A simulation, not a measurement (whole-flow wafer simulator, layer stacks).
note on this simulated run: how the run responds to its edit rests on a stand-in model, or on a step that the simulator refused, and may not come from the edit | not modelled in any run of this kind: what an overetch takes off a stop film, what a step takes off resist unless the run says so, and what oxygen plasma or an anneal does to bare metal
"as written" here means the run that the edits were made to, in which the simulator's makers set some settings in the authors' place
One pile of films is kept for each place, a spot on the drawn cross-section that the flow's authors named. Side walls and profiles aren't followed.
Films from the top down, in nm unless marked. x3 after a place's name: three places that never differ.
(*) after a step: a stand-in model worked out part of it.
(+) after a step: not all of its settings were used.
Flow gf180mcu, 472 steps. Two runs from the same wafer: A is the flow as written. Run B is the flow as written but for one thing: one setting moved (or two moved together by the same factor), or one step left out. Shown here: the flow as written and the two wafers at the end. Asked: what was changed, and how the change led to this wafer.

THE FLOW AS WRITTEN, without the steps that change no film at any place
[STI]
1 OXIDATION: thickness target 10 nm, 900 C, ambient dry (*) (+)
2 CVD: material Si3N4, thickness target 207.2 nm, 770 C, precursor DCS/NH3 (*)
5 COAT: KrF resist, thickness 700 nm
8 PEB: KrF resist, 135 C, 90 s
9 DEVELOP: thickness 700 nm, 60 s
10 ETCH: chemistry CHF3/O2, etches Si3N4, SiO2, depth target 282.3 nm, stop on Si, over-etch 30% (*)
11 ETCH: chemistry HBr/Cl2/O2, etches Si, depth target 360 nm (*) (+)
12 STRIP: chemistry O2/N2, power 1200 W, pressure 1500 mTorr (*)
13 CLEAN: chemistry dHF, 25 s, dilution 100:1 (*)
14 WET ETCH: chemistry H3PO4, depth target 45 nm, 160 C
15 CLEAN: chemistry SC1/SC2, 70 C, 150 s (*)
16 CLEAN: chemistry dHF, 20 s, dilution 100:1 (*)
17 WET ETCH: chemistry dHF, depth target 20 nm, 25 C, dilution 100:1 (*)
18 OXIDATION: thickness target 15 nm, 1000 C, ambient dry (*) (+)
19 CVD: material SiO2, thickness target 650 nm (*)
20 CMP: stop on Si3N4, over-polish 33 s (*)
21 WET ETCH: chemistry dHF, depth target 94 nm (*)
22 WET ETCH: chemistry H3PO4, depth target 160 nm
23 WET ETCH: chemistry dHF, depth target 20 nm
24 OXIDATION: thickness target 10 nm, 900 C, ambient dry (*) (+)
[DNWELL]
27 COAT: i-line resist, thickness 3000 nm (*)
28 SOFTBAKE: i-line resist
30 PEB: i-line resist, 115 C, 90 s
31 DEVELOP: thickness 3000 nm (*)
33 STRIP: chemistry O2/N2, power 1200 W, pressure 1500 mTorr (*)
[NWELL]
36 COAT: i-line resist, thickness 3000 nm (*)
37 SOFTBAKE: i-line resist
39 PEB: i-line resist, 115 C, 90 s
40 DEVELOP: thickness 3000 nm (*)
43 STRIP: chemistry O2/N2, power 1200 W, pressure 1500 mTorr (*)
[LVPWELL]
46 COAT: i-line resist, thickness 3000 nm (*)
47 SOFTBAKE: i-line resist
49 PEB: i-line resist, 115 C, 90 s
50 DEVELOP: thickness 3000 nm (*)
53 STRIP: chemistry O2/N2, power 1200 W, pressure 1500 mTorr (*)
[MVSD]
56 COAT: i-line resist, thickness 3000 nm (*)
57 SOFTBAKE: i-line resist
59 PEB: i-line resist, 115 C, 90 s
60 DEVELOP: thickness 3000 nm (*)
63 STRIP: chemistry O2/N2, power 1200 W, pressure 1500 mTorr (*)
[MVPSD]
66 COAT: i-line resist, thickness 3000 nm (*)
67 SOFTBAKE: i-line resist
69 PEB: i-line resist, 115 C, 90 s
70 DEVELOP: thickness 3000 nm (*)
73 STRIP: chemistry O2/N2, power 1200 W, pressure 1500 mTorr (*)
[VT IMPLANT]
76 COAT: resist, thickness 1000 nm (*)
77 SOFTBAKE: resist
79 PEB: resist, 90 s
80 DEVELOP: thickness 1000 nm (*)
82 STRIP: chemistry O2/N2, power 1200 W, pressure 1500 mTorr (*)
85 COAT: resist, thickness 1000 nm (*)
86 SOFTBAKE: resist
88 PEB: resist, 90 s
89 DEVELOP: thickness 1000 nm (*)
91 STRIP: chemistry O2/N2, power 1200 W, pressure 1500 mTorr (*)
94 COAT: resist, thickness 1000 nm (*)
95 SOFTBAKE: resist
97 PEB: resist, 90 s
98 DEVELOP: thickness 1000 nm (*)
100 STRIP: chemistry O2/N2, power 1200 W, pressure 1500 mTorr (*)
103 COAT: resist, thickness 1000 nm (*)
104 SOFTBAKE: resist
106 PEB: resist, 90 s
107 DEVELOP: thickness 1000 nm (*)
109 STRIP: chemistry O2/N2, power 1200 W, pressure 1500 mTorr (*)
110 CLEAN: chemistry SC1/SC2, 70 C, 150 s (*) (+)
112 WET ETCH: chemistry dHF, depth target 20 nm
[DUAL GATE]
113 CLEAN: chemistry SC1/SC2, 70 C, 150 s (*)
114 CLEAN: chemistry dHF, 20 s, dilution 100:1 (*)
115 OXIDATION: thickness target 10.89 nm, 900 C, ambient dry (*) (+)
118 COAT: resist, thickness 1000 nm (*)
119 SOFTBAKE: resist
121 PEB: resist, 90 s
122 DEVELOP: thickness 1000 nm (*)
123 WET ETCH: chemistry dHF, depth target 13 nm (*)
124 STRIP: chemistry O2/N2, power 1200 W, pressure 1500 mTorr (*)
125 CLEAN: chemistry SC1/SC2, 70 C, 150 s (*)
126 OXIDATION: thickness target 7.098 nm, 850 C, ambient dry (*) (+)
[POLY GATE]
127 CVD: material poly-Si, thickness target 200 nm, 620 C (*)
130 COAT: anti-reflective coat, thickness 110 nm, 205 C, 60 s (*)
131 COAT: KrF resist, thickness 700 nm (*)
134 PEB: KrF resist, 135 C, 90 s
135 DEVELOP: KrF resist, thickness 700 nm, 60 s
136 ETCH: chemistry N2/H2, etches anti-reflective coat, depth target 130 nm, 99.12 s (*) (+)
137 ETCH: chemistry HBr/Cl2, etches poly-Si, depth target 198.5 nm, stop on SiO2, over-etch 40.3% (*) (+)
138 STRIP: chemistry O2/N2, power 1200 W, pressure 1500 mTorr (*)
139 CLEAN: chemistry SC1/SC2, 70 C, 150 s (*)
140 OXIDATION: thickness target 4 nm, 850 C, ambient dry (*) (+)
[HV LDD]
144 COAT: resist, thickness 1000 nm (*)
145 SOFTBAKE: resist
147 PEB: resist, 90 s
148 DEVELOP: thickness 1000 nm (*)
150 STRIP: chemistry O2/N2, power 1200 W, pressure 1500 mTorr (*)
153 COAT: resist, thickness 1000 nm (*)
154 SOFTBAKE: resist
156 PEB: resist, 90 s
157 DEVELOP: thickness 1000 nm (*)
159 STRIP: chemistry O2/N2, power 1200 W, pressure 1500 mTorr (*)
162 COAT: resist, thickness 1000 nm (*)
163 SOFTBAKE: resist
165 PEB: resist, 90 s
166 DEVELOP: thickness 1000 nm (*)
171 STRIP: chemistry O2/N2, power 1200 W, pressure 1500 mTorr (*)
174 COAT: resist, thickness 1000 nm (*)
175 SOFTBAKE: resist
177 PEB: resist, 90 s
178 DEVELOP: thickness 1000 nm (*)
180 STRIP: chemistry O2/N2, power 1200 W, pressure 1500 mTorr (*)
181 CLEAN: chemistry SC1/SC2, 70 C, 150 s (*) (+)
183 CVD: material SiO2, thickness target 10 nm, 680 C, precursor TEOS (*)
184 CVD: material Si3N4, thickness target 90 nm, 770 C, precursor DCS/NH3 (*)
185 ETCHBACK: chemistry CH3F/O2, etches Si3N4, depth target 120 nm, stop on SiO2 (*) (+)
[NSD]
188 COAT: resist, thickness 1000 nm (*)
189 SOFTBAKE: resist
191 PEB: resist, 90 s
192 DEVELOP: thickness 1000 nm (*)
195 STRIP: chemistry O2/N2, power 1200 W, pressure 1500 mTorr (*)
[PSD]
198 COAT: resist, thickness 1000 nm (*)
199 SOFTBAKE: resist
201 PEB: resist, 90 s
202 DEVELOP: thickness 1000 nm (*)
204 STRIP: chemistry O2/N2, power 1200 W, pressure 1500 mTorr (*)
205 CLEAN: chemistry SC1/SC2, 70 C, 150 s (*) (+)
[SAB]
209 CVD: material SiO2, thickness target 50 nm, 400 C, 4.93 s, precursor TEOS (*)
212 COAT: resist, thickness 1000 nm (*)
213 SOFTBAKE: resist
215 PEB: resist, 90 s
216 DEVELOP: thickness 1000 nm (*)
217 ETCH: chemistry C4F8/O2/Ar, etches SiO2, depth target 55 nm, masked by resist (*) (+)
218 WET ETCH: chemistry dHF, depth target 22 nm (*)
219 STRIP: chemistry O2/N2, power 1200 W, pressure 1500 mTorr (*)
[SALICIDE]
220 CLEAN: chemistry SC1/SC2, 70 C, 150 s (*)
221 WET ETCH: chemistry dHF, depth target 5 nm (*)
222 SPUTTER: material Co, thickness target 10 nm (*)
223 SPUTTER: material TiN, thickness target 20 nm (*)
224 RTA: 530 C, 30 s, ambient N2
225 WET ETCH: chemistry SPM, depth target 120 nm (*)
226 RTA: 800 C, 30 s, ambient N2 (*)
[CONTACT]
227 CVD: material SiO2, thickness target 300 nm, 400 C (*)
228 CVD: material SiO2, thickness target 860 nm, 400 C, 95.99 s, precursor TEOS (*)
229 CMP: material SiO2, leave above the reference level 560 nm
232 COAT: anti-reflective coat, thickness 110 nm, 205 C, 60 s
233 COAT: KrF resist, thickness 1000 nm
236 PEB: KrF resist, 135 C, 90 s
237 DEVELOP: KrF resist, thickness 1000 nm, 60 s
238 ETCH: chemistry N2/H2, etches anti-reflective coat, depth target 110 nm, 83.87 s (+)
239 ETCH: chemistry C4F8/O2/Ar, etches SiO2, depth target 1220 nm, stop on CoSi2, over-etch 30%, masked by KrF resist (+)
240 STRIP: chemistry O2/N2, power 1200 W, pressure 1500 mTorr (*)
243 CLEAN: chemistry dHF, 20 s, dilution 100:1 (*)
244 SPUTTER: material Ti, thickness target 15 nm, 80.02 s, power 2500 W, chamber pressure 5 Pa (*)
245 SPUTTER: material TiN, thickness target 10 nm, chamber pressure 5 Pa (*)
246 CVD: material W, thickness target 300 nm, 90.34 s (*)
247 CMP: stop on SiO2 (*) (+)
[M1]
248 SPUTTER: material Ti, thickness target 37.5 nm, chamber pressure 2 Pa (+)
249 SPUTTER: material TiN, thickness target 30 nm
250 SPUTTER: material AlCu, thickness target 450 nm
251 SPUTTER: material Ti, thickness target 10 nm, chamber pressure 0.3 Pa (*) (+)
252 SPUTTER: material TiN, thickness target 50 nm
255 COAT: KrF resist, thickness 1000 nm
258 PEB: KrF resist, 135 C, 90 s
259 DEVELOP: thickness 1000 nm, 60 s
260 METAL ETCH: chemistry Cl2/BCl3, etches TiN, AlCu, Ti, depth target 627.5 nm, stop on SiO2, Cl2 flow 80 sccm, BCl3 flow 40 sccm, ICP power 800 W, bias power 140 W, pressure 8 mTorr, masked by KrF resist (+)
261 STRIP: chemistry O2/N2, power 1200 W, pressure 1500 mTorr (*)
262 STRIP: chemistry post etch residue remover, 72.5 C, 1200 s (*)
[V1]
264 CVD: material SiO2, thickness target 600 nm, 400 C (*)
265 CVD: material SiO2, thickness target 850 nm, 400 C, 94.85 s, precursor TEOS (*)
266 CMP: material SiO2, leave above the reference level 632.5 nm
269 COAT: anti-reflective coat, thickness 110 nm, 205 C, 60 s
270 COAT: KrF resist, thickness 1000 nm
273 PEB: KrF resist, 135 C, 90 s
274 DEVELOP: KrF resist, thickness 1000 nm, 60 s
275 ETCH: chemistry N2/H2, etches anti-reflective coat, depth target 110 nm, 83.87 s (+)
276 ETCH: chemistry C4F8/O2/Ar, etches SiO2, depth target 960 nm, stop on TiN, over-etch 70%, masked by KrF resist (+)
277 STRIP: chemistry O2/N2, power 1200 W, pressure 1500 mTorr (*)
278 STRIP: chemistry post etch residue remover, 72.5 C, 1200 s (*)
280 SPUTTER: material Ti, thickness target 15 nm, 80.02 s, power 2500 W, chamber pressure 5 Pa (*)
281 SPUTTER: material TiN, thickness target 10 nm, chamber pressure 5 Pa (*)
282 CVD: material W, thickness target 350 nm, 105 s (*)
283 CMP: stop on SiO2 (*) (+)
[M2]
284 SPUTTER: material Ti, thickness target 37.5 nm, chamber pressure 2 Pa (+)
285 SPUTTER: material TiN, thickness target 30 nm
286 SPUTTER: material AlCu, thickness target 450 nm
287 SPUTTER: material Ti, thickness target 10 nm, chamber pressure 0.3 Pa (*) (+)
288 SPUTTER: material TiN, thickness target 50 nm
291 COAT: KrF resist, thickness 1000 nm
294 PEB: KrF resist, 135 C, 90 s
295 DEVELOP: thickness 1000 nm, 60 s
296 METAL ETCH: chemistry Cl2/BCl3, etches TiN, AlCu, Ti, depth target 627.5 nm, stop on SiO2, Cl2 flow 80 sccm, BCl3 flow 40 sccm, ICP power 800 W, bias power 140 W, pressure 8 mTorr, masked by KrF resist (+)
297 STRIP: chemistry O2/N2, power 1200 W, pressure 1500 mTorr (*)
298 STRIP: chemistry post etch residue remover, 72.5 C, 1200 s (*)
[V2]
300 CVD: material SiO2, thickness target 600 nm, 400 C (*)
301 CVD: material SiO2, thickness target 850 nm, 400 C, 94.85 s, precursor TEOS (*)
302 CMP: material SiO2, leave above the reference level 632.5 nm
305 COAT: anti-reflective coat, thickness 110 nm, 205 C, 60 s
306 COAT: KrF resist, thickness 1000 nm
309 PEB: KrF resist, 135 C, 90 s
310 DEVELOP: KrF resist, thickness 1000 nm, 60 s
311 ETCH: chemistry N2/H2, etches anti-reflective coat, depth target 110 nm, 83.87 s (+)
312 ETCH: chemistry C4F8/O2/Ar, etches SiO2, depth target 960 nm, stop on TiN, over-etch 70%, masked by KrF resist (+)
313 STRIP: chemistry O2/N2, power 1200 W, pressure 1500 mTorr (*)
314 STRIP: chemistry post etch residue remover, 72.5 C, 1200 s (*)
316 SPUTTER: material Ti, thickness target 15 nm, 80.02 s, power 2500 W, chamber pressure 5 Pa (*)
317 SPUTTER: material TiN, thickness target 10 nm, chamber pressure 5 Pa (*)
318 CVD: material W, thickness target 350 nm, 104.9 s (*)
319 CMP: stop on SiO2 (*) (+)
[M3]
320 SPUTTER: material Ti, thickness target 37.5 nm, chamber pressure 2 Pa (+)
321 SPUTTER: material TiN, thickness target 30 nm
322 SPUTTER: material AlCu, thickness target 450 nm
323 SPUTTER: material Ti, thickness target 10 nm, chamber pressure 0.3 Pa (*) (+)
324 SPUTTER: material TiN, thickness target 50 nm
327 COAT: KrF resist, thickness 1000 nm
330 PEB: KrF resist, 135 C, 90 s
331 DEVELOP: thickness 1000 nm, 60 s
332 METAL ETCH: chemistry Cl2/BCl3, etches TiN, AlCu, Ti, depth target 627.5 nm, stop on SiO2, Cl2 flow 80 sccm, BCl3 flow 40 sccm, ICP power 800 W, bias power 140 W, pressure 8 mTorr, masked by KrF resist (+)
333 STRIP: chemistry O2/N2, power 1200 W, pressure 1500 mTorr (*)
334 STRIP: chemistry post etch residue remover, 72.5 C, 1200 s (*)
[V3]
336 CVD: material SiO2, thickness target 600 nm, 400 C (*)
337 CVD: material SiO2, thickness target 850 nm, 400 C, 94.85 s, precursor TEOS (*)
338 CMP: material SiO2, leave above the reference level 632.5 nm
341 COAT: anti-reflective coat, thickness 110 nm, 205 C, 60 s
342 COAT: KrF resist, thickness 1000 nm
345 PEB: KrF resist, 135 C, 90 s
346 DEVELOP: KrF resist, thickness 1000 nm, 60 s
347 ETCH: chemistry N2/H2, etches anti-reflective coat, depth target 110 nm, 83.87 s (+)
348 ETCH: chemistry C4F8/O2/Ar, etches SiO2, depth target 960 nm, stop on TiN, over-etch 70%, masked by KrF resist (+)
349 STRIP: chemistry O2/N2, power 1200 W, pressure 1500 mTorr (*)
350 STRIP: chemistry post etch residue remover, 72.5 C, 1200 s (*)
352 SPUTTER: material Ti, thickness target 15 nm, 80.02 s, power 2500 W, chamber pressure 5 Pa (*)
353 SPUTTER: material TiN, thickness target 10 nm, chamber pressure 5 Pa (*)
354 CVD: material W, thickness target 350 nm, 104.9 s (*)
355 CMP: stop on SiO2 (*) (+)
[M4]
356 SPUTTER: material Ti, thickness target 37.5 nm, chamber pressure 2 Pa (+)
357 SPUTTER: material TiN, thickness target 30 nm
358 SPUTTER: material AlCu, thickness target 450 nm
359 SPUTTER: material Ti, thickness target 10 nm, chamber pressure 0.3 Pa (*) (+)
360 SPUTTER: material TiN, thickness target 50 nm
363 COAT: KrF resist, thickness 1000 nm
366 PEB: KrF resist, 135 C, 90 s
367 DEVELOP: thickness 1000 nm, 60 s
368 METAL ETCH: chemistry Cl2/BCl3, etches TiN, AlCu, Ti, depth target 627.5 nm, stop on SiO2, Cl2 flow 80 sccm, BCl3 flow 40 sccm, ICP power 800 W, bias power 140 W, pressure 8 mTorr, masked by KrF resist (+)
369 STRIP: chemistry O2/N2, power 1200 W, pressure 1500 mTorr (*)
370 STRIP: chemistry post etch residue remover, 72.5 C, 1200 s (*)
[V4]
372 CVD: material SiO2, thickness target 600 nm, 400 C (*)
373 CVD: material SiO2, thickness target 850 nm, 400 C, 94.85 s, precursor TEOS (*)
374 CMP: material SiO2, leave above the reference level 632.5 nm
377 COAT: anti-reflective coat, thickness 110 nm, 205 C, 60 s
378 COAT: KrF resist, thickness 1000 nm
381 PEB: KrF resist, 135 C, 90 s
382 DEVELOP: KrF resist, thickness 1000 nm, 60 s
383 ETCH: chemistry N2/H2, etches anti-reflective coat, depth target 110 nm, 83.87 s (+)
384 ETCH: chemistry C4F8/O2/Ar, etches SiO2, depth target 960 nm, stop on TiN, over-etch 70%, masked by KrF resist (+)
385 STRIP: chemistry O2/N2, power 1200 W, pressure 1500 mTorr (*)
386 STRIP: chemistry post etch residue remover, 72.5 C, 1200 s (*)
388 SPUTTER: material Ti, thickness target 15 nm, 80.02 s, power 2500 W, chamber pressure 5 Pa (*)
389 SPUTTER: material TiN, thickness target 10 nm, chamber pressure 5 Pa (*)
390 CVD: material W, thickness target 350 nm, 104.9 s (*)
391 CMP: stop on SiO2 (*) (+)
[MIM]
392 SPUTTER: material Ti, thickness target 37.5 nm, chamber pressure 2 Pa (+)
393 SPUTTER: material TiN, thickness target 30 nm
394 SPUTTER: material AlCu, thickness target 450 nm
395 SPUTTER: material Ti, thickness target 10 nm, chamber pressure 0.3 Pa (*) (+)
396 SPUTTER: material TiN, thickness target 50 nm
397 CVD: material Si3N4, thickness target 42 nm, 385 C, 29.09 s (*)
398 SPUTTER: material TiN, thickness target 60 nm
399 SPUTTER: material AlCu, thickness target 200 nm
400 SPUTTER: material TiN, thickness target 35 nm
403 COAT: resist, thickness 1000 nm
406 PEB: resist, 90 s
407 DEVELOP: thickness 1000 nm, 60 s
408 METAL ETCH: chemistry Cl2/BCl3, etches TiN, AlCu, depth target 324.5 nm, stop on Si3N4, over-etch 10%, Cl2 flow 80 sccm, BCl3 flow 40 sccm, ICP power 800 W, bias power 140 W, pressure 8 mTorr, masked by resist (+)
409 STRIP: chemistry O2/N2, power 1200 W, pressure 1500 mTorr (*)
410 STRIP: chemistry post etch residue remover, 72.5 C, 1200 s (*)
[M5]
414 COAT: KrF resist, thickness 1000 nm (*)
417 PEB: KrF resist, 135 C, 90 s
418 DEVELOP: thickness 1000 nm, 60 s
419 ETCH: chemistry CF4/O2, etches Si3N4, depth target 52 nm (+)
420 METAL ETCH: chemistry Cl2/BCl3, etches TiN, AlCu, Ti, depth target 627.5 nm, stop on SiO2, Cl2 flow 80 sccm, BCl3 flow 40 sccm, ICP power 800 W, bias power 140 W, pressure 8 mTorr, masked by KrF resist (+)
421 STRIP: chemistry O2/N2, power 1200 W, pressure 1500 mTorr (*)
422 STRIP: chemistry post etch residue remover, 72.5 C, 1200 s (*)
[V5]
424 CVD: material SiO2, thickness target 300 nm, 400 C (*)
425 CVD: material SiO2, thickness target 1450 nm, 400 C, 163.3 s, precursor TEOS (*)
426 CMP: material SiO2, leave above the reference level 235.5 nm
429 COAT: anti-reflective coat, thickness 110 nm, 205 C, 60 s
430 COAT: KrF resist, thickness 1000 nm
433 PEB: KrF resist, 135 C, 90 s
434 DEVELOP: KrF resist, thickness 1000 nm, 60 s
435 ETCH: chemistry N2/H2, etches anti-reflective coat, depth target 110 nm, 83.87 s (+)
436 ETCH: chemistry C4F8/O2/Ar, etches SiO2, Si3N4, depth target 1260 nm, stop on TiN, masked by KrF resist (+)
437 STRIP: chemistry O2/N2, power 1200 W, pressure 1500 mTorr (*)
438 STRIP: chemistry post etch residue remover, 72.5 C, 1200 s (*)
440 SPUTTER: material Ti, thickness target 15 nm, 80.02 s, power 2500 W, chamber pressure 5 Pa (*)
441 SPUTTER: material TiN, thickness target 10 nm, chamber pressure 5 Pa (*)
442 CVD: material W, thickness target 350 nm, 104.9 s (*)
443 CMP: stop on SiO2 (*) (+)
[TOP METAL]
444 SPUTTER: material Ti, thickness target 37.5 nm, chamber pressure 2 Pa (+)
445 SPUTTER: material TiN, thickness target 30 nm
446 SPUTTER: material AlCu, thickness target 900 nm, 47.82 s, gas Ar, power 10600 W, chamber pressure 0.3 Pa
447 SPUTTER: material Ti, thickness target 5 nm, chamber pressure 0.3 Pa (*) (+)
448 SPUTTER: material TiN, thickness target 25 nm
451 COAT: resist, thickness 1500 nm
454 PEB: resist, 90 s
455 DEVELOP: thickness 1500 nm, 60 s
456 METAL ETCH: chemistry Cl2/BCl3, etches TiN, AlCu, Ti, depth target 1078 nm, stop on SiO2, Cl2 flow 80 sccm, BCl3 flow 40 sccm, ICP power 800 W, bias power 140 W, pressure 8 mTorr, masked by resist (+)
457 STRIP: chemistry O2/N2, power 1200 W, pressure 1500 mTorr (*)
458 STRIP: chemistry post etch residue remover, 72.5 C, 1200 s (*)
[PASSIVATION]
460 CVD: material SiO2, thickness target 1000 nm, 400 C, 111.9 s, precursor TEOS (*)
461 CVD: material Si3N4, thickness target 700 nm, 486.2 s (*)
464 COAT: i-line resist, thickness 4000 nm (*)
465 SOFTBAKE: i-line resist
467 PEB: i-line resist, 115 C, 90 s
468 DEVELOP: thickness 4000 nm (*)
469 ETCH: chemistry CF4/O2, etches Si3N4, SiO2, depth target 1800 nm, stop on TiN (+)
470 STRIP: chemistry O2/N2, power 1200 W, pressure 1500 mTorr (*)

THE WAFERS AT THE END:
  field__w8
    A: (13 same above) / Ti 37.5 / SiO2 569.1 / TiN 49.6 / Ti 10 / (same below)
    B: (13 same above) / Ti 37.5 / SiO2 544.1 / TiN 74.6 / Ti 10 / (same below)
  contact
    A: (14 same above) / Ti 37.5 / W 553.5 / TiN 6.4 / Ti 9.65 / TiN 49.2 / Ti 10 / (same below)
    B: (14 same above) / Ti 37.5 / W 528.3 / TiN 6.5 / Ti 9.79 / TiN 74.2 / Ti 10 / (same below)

The cause: step 360, SPUTTER: thickness target 75 nm was run, where the flow has thickness target 50 nm.

How the change led to this, step by step:
  360 SPUTTER: material TiN, thickness target 50 nm
      field, field__w1, field__w2 and 108 more: A TiN +50 (new film) | B TiN +75 (new film)
  368 METAL ETCH: chemistry Cl2/BCl3, etches TiN, AlCu, Ti, depth target 627.5 nm, stop on SiO2, Cl2 flow 80 sccm, BCl3 flow 40 sccm, ICP power 800 W, bias power 140 W, pressure 8 mTorr, masked by KrF resist (+)
      field, field__w1, field__w2 and 103 more: A TiN -50 (all of it), Ti -10 (all of it), AlCu -450 (all of it), TiN -30 (all of it), Ti -37.5 (all of it) | B TiN -75 (all of it), Ti -10 (all of it), AlCu -450 (all of it), TiN -30 (all of it), Ti -37.5 (all of it)
  374 CMP: material SiO2, leave above the reference level 632.5 nm
      field__w8, contact, m1, m1__w1, m1_nw: A SiO2 -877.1 | B SiO2 -902.1
  384 ETCH: chemistry C4F8/O2/Ar, etches SiO2, depth target 960 nm, stop on TiN, over-etch 70%, masked by KrF resist (+)
      field, field__w1, field__w2 and 107 more: A KrF resist -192 | B KrF resist -186
      contact: A SiO2 -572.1 (all of it) | B SiO2 -547.1 (all of it)
  390 CVD: material W, thickness target 350 nm, 104.9 s (*)
      contact: A W +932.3 (new film) | B W +907 (new film)
